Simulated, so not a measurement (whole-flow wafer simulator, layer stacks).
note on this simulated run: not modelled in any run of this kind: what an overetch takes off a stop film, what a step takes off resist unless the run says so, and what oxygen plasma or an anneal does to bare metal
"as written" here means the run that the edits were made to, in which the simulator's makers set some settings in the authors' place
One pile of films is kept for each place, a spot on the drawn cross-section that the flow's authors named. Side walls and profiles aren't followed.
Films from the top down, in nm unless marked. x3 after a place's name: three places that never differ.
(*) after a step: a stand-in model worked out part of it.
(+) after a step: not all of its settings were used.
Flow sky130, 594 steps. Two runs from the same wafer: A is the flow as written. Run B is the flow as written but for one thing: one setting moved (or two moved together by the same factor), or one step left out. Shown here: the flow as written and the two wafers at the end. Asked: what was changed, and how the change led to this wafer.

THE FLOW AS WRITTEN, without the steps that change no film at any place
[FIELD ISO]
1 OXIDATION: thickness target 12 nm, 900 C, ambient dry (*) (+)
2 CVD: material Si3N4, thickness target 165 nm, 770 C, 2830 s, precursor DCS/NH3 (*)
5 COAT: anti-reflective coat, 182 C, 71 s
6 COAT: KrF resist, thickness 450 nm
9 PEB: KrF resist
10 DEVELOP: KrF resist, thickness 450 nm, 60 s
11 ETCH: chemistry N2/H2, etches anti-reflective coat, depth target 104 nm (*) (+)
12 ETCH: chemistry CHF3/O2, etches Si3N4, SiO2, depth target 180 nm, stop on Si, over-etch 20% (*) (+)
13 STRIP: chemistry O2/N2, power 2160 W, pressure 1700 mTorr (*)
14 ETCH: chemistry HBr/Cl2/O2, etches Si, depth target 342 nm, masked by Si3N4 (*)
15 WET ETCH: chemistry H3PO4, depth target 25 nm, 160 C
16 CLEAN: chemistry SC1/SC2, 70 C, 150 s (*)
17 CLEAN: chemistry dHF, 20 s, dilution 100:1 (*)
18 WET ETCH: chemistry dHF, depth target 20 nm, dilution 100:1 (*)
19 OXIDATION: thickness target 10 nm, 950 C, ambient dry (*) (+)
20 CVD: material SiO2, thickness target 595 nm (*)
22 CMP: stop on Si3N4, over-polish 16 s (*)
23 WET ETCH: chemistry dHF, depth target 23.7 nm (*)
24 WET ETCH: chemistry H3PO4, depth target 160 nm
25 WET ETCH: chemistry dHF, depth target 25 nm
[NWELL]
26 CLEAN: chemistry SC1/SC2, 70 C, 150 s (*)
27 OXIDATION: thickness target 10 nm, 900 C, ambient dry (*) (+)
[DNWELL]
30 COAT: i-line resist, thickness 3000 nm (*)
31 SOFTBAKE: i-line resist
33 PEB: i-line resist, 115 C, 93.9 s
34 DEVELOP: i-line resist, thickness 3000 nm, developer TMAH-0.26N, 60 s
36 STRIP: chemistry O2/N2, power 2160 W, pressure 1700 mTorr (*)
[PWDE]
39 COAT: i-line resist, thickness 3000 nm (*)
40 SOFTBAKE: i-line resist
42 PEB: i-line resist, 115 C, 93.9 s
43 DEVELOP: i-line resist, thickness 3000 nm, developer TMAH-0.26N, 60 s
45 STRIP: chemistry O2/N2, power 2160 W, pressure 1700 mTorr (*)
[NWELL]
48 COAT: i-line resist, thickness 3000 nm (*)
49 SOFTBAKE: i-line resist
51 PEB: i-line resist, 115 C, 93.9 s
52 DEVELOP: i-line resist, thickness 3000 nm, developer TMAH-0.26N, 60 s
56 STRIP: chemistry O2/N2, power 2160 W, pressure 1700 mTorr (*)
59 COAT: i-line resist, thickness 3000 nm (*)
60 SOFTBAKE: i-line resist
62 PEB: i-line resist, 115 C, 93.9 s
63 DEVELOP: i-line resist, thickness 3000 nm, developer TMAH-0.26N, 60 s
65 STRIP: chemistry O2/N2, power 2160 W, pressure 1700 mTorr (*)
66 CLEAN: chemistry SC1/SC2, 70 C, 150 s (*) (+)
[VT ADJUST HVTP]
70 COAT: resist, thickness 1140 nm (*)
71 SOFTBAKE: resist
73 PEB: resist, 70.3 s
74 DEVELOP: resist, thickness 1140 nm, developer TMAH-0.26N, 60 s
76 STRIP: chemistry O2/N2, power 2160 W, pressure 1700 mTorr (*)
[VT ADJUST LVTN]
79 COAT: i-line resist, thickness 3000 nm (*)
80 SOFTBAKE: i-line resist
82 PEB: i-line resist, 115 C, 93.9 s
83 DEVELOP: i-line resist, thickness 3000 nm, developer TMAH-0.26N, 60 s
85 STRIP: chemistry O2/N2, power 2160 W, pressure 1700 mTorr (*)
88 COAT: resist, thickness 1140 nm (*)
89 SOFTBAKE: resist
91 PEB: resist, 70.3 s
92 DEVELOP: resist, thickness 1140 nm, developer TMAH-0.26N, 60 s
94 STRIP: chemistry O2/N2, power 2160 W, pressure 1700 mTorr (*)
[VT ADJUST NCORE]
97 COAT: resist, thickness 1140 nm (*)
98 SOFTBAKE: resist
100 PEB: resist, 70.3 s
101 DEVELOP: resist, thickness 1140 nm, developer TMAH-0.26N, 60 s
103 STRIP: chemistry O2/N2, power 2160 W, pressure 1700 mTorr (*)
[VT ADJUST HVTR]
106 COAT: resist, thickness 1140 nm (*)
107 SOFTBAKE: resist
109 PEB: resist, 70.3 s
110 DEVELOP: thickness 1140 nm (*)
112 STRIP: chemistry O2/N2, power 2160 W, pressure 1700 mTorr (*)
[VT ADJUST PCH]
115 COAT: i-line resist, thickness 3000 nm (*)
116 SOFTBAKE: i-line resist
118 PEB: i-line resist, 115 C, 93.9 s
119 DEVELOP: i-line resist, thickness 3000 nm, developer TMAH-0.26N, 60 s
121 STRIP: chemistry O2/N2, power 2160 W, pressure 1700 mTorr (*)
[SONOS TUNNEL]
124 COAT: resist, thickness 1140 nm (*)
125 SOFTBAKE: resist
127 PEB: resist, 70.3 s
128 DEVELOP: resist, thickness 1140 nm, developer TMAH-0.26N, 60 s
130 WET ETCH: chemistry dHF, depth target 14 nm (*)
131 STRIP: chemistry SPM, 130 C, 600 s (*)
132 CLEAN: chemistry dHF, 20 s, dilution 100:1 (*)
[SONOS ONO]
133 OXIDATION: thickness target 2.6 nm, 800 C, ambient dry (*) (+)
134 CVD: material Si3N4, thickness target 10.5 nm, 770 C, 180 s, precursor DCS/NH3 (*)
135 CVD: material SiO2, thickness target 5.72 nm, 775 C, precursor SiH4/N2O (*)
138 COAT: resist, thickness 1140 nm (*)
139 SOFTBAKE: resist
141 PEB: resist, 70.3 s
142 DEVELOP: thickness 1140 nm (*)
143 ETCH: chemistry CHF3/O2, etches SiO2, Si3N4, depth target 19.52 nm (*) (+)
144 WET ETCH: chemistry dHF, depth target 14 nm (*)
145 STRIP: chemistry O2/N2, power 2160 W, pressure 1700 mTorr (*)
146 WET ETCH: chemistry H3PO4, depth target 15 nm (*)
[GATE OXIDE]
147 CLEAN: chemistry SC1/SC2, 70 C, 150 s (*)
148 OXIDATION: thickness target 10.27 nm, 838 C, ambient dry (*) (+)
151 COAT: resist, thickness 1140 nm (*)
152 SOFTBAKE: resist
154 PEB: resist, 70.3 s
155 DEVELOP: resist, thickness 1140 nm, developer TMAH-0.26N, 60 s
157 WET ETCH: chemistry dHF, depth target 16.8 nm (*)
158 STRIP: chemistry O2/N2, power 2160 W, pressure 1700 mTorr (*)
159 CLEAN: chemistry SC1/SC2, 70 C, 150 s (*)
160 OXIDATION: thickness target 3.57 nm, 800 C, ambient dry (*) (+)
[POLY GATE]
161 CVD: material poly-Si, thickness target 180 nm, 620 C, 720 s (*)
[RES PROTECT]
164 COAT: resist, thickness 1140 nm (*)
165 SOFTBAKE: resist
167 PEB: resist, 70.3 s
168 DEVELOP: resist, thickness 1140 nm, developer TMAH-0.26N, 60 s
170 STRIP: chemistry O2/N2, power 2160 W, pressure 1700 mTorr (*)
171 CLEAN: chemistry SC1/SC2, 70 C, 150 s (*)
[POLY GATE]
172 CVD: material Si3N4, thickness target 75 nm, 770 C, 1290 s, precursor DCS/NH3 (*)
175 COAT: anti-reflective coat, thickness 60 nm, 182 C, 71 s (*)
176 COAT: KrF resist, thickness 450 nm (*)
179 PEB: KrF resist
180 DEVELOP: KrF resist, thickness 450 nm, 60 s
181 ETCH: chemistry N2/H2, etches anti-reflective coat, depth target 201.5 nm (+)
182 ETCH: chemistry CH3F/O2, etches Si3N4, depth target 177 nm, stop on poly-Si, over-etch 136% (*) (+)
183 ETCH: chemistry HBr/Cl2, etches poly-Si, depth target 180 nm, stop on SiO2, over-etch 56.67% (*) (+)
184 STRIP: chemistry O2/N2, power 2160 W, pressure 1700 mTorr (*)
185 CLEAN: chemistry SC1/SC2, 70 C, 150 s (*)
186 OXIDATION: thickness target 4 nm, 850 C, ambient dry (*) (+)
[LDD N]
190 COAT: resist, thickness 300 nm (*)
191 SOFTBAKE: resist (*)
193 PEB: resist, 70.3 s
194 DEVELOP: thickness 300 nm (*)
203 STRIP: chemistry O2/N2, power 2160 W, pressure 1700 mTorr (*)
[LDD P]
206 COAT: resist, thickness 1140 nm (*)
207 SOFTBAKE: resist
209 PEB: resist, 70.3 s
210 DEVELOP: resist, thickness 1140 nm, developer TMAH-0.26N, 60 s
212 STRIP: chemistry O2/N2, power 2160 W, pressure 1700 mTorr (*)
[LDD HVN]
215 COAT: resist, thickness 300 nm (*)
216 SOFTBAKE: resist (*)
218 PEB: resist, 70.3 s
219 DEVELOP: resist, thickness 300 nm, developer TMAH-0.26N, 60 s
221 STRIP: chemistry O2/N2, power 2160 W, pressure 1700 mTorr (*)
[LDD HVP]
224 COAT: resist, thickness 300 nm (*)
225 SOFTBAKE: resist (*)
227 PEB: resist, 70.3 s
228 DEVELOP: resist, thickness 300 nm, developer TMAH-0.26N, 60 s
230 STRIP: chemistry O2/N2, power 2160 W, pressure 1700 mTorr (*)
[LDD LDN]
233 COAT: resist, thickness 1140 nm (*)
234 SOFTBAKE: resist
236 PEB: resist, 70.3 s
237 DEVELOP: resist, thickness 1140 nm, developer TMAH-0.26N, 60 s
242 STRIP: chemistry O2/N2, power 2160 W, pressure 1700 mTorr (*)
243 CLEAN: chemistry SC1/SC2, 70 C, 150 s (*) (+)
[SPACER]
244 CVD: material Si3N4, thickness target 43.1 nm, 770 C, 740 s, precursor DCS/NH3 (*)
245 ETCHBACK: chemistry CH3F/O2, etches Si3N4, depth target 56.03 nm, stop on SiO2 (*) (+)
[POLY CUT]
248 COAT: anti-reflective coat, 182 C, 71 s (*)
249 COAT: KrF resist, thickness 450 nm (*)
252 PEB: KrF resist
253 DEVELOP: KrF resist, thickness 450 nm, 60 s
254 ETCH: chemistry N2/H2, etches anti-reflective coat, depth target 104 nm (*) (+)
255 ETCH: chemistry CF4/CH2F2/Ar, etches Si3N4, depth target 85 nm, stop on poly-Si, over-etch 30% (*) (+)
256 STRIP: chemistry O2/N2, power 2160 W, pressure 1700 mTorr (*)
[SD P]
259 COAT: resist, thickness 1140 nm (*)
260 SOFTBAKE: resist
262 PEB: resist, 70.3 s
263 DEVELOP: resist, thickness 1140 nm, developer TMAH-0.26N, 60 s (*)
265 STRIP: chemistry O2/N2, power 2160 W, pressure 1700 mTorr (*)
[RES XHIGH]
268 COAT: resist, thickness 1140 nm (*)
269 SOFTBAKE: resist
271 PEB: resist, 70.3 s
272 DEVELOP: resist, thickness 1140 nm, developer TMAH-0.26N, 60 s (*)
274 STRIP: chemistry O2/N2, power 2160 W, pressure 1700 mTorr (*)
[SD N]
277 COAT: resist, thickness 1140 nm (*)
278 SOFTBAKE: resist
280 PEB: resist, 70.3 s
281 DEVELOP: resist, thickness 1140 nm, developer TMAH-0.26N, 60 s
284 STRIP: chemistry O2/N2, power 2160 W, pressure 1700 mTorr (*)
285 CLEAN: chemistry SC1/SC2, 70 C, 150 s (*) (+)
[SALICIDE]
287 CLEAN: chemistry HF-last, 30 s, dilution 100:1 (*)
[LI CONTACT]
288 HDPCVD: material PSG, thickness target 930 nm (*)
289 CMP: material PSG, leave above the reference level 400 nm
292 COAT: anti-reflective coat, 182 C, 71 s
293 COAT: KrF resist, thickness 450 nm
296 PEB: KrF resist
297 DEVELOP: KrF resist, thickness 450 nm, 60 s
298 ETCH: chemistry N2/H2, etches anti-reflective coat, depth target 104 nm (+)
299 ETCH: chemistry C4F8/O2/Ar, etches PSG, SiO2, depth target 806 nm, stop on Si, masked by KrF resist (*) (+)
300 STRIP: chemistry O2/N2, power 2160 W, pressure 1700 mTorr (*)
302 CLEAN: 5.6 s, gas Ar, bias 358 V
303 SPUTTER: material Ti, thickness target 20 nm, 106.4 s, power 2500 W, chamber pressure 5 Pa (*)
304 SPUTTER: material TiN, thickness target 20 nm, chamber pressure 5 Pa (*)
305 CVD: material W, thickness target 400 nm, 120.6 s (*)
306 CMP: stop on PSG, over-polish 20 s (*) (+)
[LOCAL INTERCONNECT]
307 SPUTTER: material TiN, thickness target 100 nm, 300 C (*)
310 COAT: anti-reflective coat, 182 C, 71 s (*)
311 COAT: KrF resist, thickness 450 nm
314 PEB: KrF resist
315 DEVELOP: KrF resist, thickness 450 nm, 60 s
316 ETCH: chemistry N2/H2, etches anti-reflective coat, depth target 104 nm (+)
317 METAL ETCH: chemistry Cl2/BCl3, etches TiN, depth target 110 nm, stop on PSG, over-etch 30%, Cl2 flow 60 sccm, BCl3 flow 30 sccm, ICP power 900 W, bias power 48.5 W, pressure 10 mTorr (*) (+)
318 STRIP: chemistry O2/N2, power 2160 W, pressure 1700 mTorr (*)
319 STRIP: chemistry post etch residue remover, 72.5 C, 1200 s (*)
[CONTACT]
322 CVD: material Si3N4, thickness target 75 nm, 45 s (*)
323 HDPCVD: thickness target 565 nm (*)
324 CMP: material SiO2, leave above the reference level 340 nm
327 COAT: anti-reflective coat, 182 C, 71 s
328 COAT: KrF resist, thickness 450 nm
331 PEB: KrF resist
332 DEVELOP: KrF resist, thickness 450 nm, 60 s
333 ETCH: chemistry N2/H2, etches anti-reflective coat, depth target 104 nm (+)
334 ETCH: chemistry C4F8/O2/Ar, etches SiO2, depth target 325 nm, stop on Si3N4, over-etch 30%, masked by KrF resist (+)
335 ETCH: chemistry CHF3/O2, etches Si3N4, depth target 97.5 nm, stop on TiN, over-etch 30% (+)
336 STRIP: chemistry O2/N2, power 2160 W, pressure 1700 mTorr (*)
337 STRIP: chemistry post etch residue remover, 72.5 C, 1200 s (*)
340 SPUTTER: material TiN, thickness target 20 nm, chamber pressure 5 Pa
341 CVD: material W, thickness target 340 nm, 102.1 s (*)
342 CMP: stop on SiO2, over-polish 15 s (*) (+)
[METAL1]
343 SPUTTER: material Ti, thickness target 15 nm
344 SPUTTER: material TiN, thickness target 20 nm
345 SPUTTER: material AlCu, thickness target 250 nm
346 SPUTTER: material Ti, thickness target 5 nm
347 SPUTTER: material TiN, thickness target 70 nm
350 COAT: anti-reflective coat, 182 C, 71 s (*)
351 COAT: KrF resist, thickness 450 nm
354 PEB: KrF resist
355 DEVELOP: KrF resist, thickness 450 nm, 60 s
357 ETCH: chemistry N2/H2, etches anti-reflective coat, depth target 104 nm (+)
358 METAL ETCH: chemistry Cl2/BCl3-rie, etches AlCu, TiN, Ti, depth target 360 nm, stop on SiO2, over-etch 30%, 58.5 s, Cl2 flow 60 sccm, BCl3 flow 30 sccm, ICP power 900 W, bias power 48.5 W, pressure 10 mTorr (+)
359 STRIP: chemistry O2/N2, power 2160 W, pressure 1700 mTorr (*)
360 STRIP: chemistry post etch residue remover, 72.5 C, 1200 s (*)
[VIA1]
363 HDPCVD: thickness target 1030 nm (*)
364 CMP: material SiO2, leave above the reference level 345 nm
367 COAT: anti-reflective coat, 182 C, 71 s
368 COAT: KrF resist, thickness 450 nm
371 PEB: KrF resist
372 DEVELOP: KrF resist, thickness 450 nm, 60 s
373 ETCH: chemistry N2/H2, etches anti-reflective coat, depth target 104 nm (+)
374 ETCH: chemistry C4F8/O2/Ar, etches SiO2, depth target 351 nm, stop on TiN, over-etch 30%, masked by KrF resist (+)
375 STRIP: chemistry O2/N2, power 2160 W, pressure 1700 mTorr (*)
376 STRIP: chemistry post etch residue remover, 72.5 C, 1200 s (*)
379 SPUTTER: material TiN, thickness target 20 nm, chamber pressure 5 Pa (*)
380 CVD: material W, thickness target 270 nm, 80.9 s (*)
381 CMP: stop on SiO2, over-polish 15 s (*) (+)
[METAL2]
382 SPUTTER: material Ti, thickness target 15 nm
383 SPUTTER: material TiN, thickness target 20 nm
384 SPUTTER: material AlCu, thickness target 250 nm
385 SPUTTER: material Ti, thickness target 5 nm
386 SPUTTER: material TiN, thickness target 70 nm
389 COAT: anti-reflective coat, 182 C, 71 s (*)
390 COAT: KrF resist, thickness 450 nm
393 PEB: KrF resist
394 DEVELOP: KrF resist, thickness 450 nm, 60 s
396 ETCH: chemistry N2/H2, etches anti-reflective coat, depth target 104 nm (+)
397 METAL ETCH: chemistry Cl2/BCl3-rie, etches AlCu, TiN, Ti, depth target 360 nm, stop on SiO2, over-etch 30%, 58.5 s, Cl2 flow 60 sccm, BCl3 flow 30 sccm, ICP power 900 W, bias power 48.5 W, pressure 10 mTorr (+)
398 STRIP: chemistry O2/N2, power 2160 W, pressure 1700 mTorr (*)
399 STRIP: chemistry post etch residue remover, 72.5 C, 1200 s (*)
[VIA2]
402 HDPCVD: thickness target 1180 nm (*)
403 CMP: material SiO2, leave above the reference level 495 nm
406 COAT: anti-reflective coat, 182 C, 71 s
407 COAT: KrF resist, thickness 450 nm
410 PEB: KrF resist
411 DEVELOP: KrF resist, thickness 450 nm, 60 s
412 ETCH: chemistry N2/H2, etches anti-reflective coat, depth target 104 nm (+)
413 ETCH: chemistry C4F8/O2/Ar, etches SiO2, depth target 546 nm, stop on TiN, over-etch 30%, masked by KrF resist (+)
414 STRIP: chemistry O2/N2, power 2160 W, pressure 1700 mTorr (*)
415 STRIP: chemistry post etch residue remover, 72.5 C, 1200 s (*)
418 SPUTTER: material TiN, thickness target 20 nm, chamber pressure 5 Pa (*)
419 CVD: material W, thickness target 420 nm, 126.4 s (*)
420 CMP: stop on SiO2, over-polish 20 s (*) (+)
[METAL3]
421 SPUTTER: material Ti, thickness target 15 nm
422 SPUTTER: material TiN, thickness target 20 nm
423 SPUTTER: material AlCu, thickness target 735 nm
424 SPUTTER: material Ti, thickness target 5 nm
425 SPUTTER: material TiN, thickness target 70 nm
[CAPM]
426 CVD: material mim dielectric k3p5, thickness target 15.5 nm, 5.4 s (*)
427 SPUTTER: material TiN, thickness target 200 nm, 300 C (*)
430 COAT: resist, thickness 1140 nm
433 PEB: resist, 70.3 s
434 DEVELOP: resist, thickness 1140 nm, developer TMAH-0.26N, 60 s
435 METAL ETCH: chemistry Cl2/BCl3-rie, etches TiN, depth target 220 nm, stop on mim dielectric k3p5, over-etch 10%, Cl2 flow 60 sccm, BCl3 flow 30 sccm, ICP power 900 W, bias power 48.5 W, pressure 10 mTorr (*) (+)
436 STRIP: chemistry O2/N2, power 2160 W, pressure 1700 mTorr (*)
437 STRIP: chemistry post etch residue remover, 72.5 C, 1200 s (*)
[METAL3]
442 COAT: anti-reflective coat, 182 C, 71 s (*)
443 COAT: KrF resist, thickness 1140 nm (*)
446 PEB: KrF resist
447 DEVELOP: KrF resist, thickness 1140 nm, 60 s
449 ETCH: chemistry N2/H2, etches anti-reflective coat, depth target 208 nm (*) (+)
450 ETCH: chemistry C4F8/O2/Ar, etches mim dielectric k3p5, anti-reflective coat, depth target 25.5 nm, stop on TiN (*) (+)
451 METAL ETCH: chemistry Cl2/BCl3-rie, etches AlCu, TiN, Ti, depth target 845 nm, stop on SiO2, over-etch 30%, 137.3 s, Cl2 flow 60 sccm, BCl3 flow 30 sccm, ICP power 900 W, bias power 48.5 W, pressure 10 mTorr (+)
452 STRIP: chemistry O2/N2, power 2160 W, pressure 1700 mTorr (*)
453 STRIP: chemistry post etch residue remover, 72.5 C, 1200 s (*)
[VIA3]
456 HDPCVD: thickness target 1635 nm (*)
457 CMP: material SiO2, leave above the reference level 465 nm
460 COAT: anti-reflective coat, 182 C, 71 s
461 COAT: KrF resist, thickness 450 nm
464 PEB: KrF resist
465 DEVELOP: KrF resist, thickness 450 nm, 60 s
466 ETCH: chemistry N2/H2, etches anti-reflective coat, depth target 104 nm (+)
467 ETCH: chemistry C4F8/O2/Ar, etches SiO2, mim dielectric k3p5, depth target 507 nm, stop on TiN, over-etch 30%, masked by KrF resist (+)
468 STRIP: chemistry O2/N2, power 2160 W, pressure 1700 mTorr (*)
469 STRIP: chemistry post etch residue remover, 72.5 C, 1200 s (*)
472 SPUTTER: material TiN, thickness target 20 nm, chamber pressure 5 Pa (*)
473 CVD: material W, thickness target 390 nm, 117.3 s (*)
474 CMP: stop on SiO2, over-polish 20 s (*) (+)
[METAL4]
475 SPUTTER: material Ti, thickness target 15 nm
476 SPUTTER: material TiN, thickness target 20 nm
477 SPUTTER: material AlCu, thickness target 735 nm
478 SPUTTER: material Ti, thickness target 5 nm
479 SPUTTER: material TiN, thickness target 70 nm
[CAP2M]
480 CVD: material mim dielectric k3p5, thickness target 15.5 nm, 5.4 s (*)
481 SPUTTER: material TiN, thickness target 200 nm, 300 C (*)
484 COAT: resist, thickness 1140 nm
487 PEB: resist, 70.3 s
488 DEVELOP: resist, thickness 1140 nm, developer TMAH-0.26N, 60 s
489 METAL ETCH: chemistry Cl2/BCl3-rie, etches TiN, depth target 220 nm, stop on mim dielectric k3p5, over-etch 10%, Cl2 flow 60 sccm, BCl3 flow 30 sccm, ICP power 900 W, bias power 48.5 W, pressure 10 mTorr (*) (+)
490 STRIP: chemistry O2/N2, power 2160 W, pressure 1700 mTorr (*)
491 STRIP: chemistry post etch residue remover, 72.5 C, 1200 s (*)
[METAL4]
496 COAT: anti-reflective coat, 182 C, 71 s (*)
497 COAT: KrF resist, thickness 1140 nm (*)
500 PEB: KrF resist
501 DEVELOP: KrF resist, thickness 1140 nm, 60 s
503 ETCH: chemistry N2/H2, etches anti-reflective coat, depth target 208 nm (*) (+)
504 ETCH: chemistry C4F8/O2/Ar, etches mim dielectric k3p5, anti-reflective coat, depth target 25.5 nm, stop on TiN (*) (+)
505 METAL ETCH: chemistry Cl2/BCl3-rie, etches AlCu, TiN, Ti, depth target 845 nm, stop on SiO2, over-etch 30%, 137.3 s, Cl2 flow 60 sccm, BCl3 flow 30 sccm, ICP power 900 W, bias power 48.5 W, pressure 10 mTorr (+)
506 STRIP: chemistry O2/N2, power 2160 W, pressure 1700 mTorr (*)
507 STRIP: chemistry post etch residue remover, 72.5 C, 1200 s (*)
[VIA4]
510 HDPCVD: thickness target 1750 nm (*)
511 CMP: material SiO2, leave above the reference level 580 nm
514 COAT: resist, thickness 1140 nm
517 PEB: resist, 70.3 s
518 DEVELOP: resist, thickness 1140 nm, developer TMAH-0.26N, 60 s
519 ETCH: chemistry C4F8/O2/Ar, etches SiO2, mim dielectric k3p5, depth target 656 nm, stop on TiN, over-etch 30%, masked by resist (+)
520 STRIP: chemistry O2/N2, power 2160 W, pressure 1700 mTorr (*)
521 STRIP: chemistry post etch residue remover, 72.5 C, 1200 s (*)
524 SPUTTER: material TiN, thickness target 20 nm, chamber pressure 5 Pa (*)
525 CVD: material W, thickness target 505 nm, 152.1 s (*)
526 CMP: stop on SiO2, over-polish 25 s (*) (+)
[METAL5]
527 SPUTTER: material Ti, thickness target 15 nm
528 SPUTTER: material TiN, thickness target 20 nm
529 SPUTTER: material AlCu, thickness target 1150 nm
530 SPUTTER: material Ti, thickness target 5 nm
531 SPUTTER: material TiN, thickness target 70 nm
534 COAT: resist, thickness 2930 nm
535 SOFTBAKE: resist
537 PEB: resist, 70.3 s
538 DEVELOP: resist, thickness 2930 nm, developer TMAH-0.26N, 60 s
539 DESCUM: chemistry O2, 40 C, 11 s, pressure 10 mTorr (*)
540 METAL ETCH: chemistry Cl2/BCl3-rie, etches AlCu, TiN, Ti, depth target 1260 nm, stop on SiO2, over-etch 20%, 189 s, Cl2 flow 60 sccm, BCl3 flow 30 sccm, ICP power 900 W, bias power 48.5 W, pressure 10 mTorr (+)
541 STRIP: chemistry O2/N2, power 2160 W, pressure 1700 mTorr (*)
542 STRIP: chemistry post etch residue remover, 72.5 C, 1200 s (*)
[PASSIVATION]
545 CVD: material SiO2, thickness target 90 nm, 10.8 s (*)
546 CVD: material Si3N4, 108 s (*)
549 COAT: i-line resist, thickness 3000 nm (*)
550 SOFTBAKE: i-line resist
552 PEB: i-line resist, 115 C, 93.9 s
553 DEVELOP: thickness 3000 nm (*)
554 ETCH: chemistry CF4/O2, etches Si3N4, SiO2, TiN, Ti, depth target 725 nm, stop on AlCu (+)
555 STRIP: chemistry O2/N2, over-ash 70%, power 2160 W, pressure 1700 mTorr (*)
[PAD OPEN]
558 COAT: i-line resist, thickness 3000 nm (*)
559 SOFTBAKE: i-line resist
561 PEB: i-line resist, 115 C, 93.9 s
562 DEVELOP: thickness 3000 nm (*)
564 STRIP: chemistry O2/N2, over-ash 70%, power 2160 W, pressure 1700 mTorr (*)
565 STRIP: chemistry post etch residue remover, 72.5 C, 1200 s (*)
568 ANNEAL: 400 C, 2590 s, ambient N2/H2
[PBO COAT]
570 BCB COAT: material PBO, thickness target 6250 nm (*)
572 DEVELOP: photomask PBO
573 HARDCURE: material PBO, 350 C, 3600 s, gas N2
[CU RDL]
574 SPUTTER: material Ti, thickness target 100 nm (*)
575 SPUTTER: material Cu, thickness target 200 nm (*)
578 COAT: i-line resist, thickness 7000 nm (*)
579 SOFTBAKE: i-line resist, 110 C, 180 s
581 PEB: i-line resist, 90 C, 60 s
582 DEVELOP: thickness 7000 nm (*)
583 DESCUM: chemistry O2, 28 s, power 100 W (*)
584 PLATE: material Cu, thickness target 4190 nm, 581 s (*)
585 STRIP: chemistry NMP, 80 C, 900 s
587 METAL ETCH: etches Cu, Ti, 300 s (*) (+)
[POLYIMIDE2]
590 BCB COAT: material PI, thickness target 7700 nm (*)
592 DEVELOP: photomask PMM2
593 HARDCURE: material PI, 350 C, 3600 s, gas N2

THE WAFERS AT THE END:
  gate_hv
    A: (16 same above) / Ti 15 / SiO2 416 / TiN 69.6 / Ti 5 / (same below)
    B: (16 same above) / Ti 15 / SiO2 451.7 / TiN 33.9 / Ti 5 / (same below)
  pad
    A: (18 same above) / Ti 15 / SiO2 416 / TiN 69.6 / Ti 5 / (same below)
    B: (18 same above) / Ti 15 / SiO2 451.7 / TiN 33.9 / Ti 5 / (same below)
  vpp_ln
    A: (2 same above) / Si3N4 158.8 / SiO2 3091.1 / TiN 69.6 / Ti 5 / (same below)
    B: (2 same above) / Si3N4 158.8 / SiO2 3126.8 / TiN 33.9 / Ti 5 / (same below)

The cause: step 386, SPUTTER: thickness target 34.3 nm was run, where the flow has thickness target 70 nm.

How the change led to this, step by step:
  386 SPUTTER: material TiN, thickness target 70 nm
      field, active, n_well and 188 more: A TiN +70 (new film) | B TiN +34.3 (new film)
  397 METAL ETCH: chemistry Cl2/BCl3-rie, etches AlCu, TiN, Ti, depth target 360 nm, stop on SiO2, over-etch 30%, 58.5 s, Cl2 flow 60 sccm, BCl3 flow 30 sccm, ICP power 900 W, bias power 48.5 W, pressure 10 mTorr (+)
      field, active, gate and 82 more: A TiN -68.7 (all of it), Ti -5 (all of it), AlCu -250 (all of it), TiN -20 (all of it), Ti -15 (all of it), SiO2 -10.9 | B TiN -33 (all of it), Ti -5 (all of it), AlCu -250 (all of it), TiN -20 (all of it), Ti -15 (all of it), SiO2 -14.5
  403 CMP: material SiO2, leave above the reference level 495 nm
      n_well, p_well, gate_hv and 101 more: A SiO2 -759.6 | B SiO2 -723.9
      m1, via1_hole: A SiO2 -759.1 | B SiO2 -723.4
  413 ETCH: chemistry C4F8/O2/Ar, etches SiO2, depth target 546 nm, stop on TiN, over-etch 30%, masked by KrF resist (+)
      m1: A SiO2 -420.3 (all of it) | B SiO2 -456 (all of it)
      via2_hole: A SiO2 -419.8 (all of it) | B SiO2 -455.5 (all of it)
  419 CVD: material W, thickness target 420 nm, 126.4 s (*)
      m1: A W +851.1 (new film) | B W +887.3 (new film)
      via2_hole: A W +850.7 (new film) | B W +886.8 (new film)
